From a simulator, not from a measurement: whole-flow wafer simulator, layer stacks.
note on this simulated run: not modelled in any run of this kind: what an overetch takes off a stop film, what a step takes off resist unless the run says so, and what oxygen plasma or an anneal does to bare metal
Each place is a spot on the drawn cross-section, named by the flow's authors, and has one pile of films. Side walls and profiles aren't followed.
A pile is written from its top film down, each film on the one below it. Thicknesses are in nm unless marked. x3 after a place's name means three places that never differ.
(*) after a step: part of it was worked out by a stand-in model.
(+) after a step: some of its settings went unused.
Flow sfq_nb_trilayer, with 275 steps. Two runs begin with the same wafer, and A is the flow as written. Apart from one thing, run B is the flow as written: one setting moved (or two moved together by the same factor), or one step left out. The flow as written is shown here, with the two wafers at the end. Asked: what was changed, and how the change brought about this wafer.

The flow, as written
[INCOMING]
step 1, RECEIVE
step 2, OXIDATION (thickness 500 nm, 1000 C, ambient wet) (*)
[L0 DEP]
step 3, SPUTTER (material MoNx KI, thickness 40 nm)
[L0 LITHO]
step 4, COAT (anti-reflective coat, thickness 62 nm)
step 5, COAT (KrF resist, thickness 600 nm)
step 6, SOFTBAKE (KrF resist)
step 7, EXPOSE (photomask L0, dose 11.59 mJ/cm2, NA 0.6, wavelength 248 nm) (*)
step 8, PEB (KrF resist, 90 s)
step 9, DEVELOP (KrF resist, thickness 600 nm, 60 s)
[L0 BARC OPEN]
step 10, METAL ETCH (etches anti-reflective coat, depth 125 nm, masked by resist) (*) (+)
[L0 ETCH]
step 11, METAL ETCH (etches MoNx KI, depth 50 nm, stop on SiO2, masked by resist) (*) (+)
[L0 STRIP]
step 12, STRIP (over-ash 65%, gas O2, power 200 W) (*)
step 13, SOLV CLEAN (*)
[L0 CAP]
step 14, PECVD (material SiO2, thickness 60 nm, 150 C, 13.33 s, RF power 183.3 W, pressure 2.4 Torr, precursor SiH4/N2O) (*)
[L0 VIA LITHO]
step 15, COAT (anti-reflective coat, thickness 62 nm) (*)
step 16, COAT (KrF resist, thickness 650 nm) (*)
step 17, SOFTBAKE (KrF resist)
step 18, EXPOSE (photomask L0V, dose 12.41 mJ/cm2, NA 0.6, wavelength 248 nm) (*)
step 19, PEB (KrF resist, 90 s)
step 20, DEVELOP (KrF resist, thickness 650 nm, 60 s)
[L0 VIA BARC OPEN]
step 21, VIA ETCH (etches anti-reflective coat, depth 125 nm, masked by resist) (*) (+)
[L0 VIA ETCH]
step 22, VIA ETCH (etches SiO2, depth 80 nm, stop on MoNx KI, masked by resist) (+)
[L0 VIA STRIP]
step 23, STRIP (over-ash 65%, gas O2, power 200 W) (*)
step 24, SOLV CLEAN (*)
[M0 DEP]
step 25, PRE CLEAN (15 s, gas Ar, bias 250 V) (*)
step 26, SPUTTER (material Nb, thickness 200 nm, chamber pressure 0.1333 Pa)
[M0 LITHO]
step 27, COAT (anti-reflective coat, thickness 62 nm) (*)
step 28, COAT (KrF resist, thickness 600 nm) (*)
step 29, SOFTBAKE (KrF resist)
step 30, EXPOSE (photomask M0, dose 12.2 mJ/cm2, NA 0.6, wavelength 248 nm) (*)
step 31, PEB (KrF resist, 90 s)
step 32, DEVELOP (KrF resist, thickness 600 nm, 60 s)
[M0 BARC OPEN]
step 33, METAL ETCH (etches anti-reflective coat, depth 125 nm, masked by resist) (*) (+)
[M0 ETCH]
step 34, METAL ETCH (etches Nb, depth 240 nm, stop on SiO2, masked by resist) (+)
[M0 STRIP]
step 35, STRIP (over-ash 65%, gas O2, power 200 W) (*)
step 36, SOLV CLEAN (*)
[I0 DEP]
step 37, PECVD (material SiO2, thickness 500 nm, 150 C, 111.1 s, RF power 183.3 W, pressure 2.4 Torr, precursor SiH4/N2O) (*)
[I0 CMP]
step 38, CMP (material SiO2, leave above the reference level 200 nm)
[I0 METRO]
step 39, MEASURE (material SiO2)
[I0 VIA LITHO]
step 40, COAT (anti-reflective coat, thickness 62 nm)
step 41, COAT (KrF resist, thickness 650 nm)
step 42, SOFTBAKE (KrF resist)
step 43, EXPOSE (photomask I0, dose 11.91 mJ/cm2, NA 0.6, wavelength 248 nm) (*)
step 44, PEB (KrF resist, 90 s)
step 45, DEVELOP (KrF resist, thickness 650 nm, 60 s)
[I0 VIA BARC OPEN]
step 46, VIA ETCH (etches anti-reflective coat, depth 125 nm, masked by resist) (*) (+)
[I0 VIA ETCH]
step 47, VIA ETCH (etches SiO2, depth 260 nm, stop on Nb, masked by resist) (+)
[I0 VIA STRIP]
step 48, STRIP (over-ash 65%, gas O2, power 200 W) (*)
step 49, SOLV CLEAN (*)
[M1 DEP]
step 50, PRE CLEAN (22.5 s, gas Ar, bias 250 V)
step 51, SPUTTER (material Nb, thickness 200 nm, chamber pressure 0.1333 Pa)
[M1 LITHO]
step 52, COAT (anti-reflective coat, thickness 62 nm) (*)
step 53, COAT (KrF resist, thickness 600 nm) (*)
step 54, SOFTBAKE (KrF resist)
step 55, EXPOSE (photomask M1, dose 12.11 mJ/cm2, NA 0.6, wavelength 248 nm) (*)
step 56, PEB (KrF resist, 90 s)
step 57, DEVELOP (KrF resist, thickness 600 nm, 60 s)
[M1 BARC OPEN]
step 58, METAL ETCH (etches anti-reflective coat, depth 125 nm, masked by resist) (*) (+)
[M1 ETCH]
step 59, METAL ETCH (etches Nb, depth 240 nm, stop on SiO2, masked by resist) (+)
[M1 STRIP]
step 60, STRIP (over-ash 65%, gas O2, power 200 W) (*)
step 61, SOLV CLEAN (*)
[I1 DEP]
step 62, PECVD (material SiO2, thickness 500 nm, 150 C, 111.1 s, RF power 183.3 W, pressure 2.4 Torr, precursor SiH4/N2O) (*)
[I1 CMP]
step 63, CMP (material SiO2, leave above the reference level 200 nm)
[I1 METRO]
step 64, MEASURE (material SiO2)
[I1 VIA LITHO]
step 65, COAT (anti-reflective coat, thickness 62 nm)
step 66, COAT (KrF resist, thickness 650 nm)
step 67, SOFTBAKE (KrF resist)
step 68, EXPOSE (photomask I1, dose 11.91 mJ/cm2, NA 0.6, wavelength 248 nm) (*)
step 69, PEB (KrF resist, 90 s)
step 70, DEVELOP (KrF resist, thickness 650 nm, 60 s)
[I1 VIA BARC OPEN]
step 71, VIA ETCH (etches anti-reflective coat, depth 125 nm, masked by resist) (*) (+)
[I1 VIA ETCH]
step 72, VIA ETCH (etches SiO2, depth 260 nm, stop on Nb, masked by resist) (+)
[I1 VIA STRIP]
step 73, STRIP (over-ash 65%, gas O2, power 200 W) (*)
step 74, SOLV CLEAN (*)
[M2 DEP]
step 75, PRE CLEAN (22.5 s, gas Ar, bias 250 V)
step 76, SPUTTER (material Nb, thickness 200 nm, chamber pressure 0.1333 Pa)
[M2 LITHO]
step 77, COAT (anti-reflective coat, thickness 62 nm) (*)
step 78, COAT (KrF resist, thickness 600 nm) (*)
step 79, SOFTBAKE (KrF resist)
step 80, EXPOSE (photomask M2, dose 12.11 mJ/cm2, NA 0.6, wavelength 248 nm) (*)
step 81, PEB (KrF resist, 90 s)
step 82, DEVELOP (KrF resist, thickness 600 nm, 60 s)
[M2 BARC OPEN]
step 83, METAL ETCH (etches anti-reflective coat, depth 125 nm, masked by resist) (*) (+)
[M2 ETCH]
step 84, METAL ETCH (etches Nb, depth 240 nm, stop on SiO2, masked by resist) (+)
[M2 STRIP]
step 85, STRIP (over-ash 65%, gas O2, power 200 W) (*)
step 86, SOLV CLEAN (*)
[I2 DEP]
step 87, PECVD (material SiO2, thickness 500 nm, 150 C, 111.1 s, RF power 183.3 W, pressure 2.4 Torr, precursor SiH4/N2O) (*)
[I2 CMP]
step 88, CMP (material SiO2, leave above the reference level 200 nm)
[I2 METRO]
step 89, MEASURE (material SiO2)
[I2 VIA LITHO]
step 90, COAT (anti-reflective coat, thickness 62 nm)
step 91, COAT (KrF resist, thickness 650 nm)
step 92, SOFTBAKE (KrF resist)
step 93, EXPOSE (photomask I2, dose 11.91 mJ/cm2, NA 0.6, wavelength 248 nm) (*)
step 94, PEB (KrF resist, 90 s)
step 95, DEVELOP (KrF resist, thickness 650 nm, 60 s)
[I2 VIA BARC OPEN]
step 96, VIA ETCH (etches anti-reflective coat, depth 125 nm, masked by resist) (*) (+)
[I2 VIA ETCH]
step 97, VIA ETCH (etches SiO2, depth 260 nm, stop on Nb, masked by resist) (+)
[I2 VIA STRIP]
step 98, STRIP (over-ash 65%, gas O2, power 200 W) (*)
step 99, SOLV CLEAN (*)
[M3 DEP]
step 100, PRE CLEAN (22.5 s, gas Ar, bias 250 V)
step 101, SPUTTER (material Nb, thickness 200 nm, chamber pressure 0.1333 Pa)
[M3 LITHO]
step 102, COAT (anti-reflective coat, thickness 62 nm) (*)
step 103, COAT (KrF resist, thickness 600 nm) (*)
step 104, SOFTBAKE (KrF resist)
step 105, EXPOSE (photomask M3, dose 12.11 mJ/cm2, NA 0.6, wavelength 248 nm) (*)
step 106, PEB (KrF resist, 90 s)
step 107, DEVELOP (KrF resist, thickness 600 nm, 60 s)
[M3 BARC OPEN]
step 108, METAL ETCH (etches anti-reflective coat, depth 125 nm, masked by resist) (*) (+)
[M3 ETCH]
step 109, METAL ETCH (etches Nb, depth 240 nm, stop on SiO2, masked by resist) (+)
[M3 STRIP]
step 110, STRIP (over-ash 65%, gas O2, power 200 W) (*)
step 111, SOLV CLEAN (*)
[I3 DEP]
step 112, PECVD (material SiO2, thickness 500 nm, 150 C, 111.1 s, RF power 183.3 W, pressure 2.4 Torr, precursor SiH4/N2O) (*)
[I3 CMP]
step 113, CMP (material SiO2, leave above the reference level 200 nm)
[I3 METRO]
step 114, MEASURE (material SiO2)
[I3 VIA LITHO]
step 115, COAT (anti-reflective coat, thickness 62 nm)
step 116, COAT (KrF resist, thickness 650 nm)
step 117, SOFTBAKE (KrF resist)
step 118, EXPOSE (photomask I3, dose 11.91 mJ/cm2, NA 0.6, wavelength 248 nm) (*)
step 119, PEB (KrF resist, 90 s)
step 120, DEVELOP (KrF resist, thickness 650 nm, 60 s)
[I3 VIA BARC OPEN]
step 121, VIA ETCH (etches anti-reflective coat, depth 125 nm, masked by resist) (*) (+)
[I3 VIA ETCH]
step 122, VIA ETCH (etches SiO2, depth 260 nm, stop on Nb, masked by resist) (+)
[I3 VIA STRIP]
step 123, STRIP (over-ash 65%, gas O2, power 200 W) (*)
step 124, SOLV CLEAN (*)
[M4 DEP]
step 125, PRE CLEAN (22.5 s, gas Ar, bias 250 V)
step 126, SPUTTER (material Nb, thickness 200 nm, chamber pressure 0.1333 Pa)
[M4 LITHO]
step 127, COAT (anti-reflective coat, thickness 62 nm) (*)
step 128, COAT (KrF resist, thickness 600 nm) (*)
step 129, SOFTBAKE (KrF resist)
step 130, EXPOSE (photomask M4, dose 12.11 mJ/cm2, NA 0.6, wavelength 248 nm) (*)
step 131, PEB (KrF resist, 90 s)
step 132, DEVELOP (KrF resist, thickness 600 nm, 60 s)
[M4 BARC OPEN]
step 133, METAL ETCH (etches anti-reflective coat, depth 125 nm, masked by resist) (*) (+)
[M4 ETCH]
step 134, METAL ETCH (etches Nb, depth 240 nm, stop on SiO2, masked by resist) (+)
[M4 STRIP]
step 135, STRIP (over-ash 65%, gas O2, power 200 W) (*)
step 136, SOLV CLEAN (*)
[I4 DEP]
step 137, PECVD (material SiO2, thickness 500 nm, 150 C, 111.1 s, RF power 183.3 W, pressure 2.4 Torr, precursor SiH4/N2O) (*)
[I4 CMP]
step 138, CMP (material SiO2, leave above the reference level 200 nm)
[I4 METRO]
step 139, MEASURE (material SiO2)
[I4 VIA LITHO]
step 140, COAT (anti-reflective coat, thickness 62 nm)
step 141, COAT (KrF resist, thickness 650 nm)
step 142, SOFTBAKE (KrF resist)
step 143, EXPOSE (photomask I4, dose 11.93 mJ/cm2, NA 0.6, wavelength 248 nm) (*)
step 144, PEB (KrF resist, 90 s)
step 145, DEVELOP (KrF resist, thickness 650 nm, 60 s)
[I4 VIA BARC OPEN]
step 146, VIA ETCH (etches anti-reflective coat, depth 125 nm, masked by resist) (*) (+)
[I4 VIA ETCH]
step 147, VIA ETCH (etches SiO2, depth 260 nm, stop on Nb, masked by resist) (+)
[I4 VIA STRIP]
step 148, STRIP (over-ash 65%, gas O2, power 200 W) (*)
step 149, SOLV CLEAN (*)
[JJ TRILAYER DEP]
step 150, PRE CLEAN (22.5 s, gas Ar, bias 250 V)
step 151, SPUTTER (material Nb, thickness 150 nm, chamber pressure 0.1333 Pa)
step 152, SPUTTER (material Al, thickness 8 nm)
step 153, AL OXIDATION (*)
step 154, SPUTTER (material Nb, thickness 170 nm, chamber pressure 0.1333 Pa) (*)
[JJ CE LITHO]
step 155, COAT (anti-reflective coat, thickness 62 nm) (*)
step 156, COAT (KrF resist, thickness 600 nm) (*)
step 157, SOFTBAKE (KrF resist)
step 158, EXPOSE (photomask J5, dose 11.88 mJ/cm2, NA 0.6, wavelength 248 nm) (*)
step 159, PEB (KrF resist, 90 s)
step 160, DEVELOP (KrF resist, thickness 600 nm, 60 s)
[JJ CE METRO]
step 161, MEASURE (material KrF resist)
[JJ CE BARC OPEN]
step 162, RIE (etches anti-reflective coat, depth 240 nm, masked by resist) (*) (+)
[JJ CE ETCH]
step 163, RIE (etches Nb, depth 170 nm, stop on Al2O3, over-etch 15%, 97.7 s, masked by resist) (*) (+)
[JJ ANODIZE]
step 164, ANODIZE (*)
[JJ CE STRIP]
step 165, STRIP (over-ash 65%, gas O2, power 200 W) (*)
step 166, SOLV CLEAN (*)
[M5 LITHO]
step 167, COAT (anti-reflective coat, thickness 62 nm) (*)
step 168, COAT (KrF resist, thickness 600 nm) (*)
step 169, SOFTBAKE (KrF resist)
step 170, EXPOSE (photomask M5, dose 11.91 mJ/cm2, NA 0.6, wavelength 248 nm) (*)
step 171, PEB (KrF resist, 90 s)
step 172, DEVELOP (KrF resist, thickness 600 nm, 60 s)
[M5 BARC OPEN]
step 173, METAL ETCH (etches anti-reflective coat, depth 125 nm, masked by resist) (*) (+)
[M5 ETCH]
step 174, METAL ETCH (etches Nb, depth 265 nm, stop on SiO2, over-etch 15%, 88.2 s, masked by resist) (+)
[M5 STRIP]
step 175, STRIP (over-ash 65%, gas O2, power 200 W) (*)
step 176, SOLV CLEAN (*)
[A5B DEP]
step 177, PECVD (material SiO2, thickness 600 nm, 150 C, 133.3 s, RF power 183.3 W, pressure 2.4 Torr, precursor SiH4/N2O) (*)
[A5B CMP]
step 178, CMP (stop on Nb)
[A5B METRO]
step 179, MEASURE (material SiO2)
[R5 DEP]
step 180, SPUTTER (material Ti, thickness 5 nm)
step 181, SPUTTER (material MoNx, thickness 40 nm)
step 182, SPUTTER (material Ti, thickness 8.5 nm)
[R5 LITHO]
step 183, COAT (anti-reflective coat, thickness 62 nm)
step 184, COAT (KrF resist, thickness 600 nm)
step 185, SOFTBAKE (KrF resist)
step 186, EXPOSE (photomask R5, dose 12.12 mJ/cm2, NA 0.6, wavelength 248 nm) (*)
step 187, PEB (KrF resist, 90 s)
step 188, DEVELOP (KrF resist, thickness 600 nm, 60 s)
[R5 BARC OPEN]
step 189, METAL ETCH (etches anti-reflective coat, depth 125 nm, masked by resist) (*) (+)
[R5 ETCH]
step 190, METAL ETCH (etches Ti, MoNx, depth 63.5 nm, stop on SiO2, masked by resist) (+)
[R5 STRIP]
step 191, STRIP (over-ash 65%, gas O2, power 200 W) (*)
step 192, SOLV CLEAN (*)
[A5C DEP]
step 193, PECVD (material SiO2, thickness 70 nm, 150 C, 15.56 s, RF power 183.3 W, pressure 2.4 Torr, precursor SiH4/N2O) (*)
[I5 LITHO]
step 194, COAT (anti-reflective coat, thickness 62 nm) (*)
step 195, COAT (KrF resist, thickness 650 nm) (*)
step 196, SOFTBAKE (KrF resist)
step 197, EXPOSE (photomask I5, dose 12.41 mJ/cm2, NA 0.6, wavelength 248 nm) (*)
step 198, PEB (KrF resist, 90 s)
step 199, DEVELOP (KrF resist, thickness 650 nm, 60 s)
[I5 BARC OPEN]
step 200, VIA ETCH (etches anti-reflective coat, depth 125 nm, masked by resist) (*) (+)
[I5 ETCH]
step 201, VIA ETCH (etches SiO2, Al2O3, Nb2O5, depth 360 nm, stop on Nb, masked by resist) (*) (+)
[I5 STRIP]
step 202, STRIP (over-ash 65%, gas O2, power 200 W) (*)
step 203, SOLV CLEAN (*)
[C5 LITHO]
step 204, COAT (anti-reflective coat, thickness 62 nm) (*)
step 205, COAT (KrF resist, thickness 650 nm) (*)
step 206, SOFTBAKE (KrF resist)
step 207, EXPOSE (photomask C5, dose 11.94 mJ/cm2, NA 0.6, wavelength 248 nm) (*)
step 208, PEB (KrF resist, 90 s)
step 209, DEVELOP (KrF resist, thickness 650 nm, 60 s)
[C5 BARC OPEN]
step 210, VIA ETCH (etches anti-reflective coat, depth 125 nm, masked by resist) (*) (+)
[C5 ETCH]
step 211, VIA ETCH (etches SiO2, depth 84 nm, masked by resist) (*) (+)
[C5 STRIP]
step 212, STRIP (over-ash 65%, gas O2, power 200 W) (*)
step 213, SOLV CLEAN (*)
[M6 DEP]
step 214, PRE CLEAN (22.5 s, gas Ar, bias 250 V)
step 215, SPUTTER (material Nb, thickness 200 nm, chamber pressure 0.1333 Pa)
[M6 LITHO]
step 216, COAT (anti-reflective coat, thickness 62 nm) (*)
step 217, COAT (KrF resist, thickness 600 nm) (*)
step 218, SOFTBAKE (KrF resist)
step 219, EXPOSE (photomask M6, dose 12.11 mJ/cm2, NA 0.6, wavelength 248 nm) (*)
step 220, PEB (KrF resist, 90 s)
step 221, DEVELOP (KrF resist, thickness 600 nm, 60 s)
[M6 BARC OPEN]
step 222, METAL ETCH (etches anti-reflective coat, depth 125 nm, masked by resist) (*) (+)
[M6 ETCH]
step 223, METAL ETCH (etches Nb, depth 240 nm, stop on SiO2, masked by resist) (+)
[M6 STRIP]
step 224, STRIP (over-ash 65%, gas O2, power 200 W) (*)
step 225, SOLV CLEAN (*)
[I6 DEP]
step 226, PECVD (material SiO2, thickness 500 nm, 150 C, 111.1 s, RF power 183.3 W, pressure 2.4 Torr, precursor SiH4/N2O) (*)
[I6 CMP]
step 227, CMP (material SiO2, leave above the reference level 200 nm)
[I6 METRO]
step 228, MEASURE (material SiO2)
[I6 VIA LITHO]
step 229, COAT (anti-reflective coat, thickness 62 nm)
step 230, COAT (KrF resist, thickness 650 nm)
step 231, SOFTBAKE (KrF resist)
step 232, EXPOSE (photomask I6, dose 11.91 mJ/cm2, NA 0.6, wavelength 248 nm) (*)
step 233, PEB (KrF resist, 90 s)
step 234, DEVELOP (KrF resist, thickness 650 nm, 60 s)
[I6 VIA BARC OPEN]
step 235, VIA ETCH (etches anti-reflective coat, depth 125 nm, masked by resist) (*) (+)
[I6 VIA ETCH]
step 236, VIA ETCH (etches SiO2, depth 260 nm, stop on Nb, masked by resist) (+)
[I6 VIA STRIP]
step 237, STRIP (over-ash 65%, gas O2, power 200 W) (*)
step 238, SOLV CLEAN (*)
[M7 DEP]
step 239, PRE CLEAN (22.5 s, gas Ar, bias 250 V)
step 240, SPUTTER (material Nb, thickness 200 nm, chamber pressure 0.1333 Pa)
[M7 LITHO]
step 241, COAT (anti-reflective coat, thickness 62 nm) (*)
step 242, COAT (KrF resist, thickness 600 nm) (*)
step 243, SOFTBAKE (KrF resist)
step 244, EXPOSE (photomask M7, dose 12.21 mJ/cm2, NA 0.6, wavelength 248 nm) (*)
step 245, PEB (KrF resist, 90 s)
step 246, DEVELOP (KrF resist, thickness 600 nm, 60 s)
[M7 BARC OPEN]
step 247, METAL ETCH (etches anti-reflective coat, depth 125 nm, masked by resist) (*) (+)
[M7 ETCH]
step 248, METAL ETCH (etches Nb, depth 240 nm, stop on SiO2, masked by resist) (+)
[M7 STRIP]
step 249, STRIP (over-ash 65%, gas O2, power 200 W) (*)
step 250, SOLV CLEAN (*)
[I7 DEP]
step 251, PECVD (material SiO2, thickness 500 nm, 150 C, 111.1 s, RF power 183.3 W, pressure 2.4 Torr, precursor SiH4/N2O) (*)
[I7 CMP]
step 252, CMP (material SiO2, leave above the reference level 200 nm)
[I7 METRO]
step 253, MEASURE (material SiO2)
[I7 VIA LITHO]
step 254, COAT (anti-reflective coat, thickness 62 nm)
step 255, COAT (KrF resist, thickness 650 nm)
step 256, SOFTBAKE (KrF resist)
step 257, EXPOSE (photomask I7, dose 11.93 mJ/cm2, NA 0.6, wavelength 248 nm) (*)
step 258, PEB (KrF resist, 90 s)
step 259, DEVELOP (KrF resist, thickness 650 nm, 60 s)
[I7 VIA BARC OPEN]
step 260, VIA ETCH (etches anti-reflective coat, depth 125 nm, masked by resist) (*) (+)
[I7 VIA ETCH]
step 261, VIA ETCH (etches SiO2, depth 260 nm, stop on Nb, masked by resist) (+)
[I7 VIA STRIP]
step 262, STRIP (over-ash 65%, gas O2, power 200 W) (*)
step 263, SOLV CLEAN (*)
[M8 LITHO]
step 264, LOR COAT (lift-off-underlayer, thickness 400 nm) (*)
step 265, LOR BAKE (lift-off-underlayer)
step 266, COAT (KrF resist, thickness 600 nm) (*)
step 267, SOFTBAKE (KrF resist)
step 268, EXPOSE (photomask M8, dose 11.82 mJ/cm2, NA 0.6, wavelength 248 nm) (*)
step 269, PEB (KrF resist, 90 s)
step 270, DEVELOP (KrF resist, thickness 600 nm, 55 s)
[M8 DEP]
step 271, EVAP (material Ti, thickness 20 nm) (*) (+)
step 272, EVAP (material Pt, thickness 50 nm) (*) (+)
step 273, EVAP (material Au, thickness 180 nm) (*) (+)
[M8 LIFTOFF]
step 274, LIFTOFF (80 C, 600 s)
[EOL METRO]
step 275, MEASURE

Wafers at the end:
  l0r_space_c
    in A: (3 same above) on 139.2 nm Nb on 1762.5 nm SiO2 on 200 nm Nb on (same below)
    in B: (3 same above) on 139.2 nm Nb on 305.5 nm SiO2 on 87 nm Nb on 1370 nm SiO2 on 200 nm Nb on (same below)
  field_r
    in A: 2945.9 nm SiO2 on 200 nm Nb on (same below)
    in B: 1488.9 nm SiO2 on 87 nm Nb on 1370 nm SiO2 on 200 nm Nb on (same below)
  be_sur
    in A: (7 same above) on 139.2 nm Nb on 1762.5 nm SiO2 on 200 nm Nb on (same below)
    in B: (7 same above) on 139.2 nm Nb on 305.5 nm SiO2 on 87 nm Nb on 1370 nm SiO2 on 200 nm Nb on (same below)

Cause: step 134, METAL ETCH: depth 113 nm was run, whereas the flow has depth 240 nm.

Step by step, how the change led to this:
  step 134, METAL ETCH (etches Nb, depth 240 nm, stop on SiO2, masked by resist) (+)
      field_l, be, be_sur and 64 more: A Nb loses 200 (all of it) | B Nb loses 113
      v_sur, via_wl, via_w and 36 more: A KrF resist loses 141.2 | B KrF resist loses 66.5
  step 135, STRIP (over-ash 65%, gas O2, power 200 W) (*)
      p4_fl, p4_fm, p4_w1 and 26 more: A KrF resist loses 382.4 (all of it), anti-reflective coat loses 62 (all of it) | B KrF resist loses 457.1 (all of it), anti-reflective coat loses 62 (all of it)
      ln_m5, lsp_m: A KrF resist loses 381.9 (all of it), anti-reflective coat loses 61.8 (all of it) | B KrF resist loses 456.6 (all of it), anti-reflective coat loses 61.8 (all of it)
      (also at 8 further places)
  step 137, PECVD (material SiO2, thickness 500 nm, 150 C, 111.1 s, RF power 183.3 W, pressure 2.4 Torr, precursor SiH4/N2O) (*)
      field_l, be, be_sur and 55 more: A SiO2 gains 500 | B SiO2 gains 500 (new film)
      p3_s0, p3_s1, p3_s2, p3_s3, p3_s4, p3_s5: A SiO2 gains 557.1 | B SiO2 gains 500 (new film)
      (also at 3 further places)
  step 138, CMP (material SiO2, leave above the reference level 200 nm)
      field_l, be, be_sur and 55 more: A SiO2 loses 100 | B SiO2 loses 187
      p3_s0, p3_s1, p3_s2, p3_s3, p3_s4, p3_s5: A SiO2 loses 157.1 | B SiO2 loses 187
      (also at 3 further places)
Taking metal films that touch as one body, l0r_space_c has 3 bodies (between them, from the top down: SiO2 305.5; SiO2 1370); the flow as written gives 2 bodies (between them, from the top down: SiO2 1762.5).
Taking metal films that touch as one body, field_r has 2 bodies (between them, from the top down: SiO2 1370); the flow as written gives 1 body.
Taking metal films that touch as one body, be_sur has 5 bodies (between them, from the top down: SiO2 192.5; SiO2 209 / Al2O3 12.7 / Nb2O5 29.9; SiO2 305.5; SiO2 1370); the flow as written gives 4 bodies (between them, from the top down: SiO2 192.5; SiO2 209 / Al2O3 12.7 / Nb2O5 29.9; SiO2 1762.5).
